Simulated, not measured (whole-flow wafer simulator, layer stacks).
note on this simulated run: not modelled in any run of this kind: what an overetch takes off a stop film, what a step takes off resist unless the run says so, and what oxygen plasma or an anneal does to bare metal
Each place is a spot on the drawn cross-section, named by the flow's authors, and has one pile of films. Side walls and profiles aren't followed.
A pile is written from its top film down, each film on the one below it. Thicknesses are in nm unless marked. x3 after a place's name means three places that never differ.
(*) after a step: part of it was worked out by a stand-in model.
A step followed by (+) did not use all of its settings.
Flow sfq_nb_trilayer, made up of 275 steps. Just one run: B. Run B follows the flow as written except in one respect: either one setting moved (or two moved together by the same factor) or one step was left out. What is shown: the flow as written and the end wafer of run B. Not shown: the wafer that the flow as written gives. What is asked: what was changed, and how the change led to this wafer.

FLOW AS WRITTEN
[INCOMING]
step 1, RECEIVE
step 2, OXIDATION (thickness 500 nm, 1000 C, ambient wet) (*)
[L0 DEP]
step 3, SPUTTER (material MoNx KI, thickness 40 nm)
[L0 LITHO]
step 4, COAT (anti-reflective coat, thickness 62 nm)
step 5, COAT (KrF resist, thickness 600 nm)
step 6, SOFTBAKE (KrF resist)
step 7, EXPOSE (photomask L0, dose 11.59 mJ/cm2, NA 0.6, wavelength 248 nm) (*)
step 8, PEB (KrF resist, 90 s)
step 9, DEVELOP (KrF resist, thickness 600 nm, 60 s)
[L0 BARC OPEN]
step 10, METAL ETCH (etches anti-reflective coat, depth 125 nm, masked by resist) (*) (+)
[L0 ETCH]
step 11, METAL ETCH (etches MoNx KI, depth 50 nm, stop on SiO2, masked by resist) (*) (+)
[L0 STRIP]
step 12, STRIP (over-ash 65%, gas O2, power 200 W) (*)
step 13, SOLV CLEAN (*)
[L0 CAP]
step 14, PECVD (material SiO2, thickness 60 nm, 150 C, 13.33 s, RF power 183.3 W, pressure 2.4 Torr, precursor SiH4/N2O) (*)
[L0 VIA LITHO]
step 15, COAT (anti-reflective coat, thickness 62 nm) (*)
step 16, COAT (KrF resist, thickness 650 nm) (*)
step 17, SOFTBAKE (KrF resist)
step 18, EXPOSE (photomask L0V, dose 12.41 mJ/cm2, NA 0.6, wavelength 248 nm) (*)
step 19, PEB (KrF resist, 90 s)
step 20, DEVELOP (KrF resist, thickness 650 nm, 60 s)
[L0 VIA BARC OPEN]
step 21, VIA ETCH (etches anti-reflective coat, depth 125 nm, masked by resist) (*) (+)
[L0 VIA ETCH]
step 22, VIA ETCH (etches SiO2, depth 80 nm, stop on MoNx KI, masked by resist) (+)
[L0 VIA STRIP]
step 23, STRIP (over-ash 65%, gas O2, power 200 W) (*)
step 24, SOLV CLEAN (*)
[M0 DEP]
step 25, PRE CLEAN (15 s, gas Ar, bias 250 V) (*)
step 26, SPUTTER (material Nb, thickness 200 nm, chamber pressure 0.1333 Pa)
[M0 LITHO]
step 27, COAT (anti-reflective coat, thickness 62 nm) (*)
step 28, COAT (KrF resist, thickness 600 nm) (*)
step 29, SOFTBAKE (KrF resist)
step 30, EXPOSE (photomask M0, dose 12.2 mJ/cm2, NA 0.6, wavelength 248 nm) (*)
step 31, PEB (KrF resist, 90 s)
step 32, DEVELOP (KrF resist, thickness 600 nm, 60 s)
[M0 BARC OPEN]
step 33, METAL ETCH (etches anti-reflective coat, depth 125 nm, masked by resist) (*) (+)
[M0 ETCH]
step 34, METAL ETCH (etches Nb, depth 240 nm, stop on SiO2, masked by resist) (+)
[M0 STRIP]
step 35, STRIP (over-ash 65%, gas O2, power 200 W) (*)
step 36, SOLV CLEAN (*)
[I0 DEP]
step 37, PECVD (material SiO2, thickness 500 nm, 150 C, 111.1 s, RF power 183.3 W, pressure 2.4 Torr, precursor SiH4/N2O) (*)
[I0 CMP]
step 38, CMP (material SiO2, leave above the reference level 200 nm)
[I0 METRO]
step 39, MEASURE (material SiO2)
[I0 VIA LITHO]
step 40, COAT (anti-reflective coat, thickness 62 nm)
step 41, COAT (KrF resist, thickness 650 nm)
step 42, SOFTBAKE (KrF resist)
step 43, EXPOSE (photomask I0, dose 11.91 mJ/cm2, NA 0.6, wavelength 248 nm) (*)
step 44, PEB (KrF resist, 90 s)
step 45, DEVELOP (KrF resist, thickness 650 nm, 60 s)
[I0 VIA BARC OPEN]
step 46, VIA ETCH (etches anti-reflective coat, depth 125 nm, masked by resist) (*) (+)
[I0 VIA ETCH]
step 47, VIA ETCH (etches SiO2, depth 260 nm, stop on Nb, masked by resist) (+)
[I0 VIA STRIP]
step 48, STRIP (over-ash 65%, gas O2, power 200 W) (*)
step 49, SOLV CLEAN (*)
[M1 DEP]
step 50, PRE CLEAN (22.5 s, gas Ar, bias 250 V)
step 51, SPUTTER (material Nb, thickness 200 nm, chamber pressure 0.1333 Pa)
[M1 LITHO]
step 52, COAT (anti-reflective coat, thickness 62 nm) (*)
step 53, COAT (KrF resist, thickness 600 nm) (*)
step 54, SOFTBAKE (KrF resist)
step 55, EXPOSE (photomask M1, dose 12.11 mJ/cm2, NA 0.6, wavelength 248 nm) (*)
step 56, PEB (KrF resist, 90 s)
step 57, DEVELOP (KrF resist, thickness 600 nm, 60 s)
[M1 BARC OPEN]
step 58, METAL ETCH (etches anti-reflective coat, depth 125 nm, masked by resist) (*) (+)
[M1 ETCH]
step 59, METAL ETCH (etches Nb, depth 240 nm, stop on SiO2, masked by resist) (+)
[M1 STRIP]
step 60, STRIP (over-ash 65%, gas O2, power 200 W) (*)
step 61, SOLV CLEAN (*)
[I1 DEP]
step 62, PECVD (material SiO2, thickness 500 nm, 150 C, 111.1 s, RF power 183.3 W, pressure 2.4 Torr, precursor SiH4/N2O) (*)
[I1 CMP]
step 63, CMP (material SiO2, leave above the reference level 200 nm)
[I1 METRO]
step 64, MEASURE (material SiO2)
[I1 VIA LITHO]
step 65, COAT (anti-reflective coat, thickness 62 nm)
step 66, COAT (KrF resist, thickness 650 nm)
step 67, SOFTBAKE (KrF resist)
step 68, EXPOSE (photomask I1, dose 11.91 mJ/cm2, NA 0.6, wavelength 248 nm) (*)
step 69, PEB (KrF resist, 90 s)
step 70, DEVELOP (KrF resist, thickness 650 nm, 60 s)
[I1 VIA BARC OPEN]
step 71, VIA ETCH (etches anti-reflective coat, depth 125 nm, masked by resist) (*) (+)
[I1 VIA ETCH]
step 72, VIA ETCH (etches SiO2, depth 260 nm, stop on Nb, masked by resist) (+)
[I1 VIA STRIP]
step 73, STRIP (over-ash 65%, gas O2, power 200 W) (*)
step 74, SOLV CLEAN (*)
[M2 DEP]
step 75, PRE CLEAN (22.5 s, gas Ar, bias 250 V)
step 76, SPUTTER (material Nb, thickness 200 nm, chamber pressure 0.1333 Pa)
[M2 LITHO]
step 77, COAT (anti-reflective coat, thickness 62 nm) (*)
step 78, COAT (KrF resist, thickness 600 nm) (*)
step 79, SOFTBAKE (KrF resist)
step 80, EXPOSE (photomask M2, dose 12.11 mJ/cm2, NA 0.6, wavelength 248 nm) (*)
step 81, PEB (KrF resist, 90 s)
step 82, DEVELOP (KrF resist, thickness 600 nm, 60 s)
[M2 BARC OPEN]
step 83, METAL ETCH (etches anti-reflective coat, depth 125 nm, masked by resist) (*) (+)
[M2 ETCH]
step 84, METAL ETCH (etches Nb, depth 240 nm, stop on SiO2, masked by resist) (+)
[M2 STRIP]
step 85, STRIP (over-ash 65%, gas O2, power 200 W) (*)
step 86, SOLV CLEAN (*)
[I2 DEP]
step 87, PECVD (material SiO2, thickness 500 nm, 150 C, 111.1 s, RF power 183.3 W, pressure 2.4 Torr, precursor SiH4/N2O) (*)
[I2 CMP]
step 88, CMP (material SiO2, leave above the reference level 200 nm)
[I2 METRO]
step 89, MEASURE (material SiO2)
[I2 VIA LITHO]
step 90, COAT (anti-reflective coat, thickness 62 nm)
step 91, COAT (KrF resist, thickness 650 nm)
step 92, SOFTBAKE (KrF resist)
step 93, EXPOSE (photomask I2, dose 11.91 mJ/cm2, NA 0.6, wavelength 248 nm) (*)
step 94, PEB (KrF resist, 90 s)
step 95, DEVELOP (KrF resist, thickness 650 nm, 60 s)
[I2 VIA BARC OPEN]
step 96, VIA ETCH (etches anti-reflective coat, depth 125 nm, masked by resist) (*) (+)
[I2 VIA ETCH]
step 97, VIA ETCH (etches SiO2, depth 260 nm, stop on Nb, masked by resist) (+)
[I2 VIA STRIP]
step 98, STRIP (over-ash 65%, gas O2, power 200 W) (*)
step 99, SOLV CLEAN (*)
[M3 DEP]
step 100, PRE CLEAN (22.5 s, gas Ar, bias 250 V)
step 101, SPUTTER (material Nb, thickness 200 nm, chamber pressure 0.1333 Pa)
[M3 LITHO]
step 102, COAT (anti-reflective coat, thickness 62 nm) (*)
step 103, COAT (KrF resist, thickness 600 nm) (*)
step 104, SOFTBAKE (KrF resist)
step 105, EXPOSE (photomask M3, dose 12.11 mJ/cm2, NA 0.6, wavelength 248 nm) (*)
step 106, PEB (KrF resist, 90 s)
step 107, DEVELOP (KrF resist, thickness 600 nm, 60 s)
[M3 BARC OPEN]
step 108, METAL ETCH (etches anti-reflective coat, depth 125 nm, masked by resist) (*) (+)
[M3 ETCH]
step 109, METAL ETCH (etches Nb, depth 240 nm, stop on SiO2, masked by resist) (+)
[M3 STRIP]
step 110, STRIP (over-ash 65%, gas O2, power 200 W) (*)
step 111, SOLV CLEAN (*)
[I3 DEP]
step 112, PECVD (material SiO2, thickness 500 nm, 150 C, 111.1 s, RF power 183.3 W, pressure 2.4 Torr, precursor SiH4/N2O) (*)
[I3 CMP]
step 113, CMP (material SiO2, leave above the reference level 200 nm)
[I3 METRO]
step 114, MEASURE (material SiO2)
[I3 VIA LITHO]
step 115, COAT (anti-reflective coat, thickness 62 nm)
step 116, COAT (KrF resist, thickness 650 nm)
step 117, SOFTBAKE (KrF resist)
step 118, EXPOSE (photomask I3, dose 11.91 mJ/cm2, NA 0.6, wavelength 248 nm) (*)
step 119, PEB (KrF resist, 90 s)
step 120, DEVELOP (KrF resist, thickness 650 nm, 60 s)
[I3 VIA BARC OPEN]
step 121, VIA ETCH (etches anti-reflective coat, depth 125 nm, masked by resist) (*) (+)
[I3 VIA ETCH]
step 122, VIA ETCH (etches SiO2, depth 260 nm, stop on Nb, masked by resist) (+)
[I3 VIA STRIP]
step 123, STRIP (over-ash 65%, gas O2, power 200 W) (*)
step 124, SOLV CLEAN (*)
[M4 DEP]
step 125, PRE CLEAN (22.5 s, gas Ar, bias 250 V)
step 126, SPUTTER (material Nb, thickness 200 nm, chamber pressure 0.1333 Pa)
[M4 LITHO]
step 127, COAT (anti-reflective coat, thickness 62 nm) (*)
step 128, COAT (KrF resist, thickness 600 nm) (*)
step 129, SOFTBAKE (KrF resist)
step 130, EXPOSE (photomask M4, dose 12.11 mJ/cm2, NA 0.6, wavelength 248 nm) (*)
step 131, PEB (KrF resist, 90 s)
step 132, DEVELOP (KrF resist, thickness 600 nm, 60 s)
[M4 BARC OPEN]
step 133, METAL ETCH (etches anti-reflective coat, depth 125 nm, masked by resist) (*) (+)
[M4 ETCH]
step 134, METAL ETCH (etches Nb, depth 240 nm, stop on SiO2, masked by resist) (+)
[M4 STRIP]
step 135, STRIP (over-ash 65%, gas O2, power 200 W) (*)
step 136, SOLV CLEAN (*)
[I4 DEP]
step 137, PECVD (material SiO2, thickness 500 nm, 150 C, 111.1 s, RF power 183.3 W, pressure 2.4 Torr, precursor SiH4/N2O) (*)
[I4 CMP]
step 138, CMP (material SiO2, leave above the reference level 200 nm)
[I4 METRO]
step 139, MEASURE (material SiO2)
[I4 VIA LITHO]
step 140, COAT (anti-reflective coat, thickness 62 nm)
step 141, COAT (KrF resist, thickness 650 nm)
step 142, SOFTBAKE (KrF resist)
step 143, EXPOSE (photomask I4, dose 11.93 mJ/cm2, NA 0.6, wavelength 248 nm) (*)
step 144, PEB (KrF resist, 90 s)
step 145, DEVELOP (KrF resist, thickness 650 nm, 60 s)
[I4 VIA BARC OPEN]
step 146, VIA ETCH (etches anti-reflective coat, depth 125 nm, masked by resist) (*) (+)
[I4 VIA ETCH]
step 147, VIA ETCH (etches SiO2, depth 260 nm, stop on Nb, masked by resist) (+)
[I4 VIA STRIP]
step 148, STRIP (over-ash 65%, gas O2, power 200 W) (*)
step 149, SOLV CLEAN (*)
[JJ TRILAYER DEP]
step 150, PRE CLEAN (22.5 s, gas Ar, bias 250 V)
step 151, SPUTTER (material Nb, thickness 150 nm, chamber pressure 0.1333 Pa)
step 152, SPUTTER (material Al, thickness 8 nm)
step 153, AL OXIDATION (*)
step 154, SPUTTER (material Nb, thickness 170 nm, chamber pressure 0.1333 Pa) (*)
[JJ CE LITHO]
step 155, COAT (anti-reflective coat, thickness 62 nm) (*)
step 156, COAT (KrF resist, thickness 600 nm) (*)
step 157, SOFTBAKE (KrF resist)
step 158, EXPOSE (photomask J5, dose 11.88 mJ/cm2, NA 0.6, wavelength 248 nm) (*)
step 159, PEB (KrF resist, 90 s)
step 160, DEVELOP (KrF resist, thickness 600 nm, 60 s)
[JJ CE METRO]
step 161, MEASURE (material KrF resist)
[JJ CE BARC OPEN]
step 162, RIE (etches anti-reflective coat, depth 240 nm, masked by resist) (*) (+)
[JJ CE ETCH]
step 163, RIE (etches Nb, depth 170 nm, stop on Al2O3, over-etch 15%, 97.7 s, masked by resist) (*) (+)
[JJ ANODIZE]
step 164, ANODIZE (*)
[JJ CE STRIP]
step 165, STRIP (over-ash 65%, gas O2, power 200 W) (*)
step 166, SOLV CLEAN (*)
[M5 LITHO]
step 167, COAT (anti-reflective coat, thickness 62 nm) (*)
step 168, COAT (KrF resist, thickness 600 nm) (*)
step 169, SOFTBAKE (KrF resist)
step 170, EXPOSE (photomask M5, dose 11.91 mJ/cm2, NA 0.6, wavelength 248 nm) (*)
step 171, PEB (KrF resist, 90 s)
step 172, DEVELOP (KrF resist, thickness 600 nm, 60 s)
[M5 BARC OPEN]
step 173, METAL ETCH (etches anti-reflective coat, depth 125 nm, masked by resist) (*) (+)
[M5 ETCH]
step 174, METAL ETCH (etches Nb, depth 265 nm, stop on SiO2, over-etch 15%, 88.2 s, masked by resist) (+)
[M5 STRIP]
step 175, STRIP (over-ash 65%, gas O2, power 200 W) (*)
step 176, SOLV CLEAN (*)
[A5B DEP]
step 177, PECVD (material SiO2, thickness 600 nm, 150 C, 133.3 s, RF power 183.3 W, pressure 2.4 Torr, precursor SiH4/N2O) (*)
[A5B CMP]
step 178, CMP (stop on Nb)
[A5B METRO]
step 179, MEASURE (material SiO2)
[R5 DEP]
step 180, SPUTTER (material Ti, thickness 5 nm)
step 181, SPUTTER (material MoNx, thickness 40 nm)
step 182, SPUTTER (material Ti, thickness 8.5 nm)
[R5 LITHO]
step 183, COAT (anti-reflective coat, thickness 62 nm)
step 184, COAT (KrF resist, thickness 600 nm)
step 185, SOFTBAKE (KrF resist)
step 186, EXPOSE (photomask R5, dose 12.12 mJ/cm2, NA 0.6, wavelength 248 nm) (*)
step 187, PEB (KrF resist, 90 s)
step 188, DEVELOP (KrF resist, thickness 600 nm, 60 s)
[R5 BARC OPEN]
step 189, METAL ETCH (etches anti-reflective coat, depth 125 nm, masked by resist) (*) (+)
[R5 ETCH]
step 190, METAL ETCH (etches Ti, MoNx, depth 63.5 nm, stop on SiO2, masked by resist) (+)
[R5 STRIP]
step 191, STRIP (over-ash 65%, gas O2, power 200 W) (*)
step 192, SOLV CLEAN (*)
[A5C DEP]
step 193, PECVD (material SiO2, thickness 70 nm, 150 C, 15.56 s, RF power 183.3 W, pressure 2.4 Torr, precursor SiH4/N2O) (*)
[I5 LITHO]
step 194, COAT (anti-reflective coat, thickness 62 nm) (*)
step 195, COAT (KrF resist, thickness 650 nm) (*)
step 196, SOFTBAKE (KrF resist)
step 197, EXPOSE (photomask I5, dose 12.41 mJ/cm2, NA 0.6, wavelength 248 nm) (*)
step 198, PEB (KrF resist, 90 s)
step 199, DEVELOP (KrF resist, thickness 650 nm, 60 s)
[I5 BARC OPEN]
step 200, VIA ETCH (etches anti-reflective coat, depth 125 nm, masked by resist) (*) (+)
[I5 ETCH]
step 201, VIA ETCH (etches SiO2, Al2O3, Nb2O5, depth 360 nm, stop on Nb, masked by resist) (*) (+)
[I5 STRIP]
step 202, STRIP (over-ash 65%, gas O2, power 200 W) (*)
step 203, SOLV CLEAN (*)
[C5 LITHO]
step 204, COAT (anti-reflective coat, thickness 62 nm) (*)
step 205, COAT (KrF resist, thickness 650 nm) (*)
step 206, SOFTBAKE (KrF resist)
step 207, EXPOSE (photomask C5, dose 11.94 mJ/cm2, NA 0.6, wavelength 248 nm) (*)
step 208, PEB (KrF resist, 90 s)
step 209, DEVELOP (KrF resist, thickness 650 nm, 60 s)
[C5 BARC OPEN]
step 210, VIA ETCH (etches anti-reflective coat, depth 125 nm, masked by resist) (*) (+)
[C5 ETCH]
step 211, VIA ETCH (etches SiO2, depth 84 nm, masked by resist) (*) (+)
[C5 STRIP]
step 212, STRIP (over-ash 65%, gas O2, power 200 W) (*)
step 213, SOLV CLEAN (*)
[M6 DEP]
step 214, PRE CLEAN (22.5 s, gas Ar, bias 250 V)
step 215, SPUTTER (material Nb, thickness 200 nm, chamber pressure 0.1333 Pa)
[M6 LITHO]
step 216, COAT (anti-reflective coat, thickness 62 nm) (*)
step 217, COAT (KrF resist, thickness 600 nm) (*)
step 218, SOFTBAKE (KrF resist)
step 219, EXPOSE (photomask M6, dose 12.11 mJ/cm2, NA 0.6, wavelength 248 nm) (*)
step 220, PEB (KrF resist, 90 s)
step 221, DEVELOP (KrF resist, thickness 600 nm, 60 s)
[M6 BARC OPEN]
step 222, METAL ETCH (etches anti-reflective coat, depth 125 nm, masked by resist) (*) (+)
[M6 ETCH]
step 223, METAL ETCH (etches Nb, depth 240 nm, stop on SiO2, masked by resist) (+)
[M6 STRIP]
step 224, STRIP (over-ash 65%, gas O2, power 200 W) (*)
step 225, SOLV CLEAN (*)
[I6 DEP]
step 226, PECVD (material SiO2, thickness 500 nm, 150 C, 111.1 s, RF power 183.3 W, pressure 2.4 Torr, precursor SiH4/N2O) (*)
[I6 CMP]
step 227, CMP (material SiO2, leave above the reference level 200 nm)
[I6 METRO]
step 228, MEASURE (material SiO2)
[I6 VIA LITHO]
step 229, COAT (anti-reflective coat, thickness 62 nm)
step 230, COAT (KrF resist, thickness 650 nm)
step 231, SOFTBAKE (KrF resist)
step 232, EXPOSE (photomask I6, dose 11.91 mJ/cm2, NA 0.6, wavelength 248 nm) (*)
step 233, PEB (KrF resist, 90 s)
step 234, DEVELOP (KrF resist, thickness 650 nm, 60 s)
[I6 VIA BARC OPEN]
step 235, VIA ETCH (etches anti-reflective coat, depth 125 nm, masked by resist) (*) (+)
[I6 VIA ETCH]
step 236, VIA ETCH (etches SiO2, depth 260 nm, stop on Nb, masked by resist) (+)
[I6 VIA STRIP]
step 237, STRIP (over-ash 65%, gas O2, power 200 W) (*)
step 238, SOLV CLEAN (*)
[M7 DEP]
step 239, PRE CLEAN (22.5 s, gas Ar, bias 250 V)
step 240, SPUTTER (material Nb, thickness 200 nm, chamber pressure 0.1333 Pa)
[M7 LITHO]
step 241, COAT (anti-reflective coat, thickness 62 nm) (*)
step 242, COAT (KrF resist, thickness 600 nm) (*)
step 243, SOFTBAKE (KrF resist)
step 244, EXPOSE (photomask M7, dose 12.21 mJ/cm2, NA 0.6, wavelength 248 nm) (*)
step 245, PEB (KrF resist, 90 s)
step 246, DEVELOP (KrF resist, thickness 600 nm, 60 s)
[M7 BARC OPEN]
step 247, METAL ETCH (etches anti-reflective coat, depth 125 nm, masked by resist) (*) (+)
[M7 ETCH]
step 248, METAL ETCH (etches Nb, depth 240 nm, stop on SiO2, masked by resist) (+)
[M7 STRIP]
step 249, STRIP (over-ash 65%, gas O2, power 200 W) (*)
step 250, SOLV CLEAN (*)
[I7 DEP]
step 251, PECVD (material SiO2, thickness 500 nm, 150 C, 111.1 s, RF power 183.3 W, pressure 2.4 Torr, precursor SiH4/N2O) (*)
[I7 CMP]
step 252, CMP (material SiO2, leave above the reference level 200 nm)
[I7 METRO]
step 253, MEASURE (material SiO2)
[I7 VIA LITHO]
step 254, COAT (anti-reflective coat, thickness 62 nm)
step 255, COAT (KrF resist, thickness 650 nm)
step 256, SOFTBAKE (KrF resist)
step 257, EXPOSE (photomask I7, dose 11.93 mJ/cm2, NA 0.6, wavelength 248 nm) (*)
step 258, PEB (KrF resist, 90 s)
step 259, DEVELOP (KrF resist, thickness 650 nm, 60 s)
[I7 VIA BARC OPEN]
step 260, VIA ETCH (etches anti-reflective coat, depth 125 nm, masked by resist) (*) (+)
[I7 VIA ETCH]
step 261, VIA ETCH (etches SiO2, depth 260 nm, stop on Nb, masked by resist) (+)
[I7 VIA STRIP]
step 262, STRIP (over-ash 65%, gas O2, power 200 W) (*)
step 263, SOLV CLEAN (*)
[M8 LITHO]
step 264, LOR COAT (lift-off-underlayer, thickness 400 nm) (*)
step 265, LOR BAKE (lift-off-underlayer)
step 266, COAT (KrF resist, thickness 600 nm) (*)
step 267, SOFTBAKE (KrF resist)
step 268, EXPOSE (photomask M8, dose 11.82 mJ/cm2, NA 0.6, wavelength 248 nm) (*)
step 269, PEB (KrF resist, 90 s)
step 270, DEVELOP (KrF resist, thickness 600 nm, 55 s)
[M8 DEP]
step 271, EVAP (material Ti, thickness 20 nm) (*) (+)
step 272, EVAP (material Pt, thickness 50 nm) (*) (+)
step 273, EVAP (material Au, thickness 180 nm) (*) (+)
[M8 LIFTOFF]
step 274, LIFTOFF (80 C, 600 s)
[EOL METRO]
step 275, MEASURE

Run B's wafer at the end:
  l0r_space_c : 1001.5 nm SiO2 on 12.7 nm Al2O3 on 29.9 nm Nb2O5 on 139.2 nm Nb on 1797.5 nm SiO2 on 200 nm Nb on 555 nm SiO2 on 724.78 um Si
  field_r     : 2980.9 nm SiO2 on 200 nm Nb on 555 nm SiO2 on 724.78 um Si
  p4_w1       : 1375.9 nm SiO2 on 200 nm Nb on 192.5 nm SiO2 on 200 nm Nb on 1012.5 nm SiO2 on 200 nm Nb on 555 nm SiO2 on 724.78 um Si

Cause: step 76, SPUTTER: thickness 235 nm was run, while the flow as written has thickness 200 nm.

The path from the change to this, step by step:
  step 76, SPUTTER (material Nb, thickness 200 nm, chamber pressure 0.1333 Pa)
      field_l, v_sur, via_wl and 102 more: Nb gains 235 (new film) (it would be, as written: Nb gains 200 (new film))
      via_v: Nb gains 205.5 (it would be, as written: Nb gains 174.5)
  step 84, METAL ETCH (etches Nb, depth 240 nm, stop on SiO2, masked by resist) (+)
      field_l, be, be_sur and 81 more: Nb loses 235 (all of it) (it would be, as written: Nb loses 200 (all of it))
  step 87, PECVD (material SiO2, thickness 500 nm, 150 C, 111.1 s, RF power 183.3 W, pressure 2.4 Torr, precursor SiH4/N2O) (*)
      via_v: SiO2 gains 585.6 (new film) (it would be, as written: SiO2 gains 606 (new film))
  step 88, CMP (material SiO2, leave above the reference level 200 nm)
      field_l, be, be_sur and 81 more: SiO2 loses 65 (it would be, as written: SiO2 loses 100)
      via_v: SiO2 loses 157.1 (it would be, as written: SiO2 loses 181.6)
